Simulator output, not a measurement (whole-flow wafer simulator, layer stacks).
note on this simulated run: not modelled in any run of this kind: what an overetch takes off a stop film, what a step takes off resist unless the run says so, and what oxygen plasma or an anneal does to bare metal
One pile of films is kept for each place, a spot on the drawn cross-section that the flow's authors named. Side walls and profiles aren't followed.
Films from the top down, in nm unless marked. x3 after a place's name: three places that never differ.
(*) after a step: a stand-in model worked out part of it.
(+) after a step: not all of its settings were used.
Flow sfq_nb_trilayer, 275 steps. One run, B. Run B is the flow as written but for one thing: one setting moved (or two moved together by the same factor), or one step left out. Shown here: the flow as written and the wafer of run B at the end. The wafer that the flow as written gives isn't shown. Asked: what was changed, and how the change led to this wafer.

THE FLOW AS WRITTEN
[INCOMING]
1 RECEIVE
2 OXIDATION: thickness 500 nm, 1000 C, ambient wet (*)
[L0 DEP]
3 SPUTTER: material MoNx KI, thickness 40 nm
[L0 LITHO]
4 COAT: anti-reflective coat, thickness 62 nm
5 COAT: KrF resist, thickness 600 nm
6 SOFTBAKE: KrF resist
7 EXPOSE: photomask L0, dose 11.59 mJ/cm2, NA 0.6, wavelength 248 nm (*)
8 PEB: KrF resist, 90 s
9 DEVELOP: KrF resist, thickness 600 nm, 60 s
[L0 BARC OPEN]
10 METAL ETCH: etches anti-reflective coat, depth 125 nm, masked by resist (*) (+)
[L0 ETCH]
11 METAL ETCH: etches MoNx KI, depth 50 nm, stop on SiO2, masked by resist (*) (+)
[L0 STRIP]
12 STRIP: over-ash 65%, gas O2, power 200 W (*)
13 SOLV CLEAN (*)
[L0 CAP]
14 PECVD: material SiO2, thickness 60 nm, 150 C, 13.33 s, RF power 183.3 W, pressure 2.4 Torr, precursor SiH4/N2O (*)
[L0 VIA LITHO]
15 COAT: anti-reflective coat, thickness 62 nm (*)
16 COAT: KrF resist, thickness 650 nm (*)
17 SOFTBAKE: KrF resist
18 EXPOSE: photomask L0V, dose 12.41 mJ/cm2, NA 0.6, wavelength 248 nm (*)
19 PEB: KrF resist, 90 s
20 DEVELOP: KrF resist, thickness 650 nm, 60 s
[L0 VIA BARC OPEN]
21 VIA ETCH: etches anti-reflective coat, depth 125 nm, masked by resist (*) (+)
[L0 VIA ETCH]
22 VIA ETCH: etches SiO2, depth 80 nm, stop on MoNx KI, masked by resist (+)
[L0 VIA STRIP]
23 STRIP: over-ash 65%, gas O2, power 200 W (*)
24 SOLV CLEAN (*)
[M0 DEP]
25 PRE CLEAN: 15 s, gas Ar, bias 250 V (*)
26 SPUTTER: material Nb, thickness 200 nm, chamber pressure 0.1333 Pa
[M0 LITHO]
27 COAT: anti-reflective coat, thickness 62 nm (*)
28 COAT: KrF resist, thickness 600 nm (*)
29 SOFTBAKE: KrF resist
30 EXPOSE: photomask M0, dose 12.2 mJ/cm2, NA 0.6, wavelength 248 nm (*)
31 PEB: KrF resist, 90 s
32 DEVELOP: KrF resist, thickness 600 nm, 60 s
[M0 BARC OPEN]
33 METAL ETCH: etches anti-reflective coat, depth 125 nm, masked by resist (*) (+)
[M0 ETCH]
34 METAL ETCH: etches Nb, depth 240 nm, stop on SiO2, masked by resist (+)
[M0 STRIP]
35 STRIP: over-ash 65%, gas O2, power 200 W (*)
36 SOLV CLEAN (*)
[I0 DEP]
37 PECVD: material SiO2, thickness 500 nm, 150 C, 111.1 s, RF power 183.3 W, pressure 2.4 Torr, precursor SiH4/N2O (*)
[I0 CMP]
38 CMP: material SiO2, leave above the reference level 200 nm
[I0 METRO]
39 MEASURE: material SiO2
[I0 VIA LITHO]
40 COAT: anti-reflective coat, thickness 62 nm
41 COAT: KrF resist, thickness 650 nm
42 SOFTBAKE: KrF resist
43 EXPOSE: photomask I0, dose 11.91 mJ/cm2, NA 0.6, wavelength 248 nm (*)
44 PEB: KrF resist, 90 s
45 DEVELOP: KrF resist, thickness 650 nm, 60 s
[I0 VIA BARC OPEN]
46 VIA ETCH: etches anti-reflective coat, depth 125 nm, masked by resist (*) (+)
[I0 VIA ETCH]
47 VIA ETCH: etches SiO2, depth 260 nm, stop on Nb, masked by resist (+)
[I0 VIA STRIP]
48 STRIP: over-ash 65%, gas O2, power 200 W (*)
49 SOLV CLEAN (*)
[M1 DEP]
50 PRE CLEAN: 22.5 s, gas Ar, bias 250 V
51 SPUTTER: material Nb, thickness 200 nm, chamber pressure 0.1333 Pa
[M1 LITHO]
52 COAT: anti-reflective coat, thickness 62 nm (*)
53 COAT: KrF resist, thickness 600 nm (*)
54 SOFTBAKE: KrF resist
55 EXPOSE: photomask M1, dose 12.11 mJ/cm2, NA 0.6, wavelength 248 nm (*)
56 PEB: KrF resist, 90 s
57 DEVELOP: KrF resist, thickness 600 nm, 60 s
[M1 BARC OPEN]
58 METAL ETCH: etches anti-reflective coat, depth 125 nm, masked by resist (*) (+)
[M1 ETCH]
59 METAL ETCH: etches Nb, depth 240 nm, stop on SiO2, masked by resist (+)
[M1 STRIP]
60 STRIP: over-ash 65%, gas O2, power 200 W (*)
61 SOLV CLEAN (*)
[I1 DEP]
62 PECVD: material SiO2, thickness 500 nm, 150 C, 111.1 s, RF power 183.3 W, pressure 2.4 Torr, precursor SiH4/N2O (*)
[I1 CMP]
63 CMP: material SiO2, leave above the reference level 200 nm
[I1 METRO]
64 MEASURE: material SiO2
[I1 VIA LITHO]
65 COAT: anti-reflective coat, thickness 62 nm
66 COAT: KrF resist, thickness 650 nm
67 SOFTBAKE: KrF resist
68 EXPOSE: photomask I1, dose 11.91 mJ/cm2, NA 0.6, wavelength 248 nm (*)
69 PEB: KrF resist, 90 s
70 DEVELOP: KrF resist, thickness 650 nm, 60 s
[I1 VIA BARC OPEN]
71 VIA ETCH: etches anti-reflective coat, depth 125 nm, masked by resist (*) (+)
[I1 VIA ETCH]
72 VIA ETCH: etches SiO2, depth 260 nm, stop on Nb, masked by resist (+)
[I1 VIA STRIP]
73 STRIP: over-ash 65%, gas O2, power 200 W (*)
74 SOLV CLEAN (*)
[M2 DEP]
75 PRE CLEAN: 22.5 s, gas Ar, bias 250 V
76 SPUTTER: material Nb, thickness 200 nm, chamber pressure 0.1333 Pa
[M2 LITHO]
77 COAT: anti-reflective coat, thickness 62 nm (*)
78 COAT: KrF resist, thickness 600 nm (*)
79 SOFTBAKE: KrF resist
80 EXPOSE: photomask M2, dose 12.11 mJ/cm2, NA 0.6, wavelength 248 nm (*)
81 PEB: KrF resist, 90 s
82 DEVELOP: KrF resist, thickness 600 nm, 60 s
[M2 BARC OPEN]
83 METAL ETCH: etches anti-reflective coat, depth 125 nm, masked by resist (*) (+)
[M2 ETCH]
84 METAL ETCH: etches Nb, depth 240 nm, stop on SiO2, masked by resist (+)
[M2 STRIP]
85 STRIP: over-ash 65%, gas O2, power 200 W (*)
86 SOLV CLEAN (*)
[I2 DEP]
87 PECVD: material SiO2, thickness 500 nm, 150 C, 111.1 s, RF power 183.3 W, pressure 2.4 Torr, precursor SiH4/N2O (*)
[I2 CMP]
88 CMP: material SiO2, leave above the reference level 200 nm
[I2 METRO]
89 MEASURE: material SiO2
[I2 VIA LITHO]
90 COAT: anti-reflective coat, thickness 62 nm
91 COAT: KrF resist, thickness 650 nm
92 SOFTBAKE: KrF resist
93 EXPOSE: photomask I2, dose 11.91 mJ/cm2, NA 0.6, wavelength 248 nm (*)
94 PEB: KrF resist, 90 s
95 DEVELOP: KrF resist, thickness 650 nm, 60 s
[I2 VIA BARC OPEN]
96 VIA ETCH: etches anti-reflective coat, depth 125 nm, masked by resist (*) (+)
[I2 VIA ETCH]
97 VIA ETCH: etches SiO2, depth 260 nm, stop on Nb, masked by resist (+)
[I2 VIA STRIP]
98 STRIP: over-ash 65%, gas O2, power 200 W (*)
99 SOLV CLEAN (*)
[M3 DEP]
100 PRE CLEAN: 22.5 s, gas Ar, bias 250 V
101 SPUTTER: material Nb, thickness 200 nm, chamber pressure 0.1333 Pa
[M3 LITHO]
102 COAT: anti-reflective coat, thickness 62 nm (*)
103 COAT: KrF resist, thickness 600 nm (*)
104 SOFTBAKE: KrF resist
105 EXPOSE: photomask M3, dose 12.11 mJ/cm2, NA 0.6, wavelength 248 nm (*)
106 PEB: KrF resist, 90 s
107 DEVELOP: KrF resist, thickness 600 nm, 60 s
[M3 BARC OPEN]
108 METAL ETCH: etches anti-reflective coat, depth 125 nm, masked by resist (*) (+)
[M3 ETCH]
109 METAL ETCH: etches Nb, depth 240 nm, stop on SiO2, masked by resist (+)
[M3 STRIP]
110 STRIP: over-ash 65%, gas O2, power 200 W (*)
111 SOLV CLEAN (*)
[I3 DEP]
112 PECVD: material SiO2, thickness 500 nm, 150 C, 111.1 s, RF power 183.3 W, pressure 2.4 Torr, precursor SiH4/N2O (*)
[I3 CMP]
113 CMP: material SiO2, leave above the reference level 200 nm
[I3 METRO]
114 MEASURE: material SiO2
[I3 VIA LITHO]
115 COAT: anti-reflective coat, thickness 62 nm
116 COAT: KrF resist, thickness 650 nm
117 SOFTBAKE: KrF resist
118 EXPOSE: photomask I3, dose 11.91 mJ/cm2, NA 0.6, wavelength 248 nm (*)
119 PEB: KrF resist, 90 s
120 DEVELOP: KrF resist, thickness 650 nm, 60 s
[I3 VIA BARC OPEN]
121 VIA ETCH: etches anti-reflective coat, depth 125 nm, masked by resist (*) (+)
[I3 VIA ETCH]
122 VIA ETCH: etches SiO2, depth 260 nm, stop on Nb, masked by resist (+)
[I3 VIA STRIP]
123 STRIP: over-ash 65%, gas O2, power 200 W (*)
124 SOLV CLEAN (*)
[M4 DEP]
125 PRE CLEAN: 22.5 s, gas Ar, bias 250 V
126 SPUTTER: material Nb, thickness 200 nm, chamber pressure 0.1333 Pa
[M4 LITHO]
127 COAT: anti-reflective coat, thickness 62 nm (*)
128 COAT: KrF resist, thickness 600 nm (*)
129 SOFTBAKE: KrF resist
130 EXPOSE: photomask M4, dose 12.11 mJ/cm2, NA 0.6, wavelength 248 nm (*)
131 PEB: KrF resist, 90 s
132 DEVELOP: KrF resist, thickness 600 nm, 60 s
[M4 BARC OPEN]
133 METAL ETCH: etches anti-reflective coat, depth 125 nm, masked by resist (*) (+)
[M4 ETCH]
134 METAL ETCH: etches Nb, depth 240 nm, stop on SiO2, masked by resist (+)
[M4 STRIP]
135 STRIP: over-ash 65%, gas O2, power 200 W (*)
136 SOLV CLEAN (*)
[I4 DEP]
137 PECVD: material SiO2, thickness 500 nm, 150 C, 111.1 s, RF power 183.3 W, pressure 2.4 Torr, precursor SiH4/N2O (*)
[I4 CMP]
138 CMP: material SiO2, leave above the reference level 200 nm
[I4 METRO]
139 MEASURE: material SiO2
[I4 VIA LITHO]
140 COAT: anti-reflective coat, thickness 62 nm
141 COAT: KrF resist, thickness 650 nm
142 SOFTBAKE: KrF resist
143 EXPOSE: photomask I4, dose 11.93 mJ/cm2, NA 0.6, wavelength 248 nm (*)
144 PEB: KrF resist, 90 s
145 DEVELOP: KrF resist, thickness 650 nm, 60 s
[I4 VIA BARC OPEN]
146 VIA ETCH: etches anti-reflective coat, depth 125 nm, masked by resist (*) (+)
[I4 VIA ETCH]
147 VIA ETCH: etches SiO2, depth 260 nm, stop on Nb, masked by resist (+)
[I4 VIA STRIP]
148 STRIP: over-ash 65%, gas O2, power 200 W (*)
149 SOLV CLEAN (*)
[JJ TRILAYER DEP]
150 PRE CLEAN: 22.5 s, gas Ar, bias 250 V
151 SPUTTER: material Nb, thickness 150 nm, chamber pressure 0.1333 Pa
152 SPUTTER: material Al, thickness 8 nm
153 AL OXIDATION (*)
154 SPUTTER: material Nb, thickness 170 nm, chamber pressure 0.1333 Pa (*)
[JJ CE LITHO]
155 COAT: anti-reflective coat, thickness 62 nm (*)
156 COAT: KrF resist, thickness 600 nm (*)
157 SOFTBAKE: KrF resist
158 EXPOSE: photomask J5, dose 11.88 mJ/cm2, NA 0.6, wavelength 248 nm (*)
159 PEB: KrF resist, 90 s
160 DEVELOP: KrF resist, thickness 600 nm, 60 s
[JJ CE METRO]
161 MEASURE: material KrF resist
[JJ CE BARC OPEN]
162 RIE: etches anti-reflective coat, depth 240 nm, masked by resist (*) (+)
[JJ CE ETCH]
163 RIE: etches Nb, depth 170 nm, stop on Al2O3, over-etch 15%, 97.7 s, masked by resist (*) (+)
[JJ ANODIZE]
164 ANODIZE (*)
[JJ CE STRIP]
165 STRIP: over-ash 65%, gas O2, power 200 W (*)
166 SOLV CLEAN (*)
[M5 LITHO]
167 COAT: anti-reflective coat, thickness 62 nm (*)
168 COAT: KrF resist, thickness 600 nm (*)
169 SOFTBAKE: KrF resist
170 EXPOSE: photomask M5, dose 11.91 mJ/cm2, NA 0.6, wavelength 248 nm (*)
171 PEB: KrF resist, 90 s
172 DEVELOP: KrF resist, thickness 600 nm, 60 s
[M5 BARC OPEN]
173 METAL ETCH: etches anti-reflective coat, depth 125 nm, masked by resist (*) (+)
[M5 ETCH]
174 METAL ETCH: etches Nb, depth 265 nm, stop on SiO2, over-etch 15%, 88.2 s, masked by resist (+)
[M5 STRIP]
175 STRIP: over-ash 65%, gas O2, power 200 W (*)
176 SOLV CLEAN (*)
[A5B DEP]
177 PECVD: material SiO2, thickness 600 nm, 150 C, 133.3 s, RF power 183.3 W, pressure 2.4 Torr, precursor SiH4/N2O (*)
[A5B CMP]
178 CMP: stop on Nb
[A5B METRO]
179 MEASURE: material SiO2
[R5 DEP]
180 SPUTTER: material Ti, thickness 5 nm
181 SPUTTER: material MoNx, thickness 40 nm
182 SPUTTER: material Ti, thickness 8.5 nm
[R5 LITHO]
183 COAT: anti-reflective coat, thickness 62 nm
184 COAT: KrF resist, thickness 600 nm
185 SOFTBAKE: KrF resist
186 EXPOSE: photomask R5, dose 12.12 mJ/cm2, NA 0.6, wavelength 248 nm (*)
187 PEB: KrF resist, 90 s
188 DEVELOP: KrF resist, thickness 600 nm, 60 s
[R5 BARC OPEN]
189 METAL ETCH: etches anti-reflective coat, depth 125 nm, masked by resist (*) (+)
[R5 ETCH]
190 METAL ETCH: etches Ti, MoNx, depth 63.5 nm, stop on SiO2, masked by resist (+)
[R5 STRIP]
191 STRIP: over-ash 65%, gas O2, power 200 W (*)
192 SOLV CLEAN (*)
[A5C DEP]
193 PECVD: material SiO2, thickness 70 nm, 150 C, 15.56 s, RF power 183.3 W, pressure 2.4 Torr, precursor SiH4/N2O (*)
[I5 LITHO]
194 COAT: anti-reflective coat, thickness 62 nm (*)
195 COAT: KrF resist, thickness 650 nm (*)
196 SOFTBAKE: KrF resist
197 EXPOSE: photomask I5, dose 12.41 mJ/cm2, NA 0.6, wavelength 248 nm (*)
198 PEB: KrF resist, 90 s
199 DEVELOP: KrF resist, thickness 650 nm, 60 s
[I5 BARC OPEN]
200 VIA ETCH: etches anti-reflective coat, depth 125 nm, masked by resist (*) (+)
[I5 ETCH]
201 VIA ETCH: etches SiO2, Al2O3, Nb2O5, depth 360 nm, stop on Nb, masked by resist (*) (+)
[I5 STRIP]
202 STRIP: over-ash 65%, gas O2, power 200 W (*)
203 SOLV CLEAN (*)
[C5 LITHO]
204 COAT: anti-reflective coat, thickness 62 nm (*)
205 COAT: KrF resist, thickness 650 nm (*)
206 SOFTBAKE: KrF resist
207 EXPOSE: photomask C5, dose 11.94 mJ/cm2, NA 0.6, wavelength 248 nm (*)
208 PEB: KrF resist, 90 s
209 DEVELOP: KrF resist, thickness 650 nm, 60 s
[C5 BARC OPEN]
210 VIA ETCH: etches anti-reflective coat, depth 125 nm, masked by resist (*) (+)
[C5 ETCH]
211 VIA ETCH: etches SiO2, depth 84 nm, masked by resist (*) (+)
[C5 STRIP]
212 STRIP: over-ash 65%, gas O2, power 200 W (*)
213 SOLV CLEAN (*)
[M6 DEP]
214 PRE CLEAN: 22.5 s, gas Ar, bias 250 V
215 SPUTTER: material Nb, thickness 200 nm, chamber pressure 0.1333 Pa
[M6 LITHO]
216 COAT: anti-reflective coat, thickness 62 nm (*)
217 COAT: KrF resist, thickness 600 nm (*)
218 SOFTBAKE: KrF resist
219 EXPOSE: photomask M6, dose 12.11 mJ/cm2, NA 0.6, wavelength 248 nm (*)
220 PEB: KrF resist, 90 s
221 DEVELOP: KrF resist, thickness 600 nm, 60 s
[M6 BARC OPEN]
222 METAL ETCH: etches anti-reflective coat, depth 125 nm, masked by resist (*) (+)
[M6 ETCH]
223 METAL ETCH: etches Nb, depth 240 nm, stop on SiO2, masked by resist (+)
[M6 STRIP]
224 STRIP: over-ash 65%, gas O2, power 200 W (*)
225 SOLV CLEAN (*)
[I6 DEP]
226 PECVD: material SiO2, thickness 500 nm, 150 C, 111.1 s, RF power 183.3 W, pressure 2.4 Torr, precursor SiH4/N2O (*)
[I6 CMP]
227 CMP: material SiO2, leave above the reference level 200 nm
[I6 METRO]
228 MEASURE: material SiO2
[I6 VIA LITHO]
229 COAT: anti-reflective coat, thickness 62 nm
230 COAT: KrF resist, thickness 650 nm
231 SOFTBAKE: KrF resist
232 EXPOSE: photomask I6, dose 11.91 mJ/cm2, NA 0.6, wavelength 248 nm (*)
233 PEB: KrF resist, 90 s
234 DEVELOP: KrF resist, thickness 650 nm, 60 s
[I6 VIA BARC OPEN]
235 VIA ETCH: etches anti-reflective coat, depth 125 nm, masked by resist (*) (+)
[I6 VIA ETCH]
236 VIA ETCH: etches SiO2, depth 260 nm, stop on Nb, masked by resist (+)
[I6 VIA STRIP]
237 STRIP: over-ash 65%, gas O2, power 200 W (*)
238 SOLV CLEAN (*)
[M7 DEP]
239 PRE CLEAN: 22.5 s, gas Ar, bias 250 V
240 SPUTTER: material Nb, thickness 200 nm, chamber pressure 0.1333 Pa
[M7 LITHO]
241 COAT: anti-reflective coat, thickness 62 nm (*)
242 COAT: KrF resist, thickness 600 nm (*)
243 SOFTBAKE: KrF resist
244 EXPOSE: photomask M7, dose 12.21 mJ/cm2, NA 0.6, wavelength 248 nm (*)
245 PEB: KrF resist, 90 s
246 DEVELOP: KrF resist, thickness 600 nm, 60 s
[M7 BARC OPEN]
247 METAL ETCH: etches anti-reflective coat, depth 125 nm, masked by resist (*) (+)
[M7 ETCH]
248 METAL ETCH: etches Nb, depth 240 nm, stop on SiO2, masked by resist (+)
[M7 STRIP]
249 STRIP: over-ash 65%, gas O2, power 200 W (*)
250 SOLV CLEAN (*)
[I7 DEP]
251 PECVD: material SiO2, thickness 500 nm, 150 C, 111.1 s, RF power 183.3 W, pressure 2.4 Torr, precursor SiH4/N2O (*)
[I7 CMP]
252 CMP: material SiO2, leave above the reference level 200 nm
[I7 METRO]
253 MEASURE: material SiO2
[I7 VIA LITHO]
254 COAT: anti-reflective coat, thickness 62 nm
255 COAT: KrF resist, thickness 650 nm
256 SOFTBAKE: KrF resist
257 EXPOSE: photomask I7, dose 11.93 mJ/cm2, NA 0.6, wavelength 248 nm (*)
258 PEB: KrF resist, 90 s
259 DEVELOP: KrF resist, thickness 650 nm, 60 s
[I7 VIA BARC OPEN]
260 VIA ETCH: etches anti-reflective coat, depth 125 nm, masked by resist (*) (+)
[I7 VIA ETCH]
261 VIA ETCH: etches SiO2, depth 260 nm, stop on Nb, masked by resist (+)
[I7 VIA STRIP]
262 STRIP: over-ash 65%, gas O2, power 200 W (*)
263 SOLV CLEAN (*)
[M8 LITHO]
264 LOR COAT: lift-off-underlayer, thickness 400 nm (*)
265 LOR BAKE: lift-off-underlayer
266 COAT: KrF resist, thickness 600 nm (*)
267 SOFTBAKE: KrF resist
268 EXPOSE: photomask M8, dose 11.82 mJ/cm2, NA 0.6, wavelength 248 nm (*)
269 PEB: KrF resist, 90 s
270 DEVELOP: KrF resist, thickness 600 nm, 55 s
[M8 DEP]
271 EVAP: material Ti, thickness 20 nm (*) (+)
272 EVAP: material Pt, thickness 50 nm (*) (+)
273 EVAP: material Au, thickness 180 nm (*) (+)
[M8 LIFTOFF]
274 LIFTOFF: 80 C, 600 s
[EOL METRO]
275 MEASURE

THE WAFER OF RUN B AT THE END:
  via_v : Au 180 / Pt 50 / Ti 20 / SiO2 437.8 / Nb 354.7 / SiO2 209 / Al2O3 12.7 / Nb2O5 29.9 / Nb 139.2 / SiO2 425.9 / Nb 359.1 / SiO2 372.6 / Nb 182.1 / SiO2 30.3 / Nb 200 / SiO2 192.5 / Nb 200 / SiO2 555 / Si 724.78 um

The cause: step 72, VIA ETCH: depth 162 nm was run, where the flow has depth 260 nm.

How the change led to this, step by step:
  72 VIA ETCH: etches SiO2, depth 260 nm, stop on Nb, masked by resist (+)
      via_v: SiO2 -162 (as written it would be: SiO2 -199.8 (all of it))
      field_l, v_sur, via_wl and 102 more: KrF resist -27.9 (as written it would be: KrF resist -44.8)
  73 STRIP: over-ash 65%, gas O2, power 200 W (*)
      field_l, v_sur, via_wl and 102 more: KrF resist -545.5 (all of it), anti-reflective coat -62 (all of it) (as written it would be: KrF resist -528.6 (all of it), anti-reflective coat -62 (all of it))
  75 PRE CLEAN: 22.5 s, gas Ar, bias 250 V
      via_v: SiO2 -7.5 (as written it would be: Nb -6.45)
  76 SPUTTER: material Nb, thickness 200 nm, chamber pressure 0.1333 Pa
      via_v: Nb +182.1 (new film) (as written it would be: Nb +174.5)
  77 COAT: anti-reflective coat, thickness 62 nm (*)
      via_v: anti-reflective coat +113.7 (new film) (as written it would be: anti-reflective coat +123.1 (new film))
  78 COAT: KrF resist, thickness 600 nm (*)
      via_v: KrF resist +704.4 (new film) (as written it would be: KrF resist +733.7 (new film))
  85 STRIP: over-ash 65%, gas O2, power 200 W (*)
      via_v: KrF resist -486.5 (all of it), anti-reflective coat -113.7 (all of it) (as written it would be: KrF resist -515.8 (all of it), anti-reflective coat -123.1 (all of it))
  87 PECVD: material SiO2, thickness 500 nm, 150 C, 111.1 s, RF power 183.3 W, pressure 2.4 Torr, precursor SiH4/N2O (*)
      via_v: SiO2 +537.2 (new film) (as written it would be: SiO2 +606 (new film))
  88 CMP: material SiO2, leave above the reference level 200 nm
      via_v: SiO2 -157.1 (as written it would be: SiO2 -181.6)
Counting metal films that touch as one body, via_v has 7 bodies (between them, from the top down: SiO2 437.8; SiO2 209 / Al2O3 12.7 / Nb2O5 29.9; SiO2 425.9; SiO2 372.6; SiO2 30.3; SiO2 192.5); the flow as written gives 6 bodies (between them, from the top down: SiO2 437.8; SiO2 209 / Al2O3 12.7 / Nb2O5 29.9; SiO2 425.9; SiO2 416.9; SiO2 192.5).
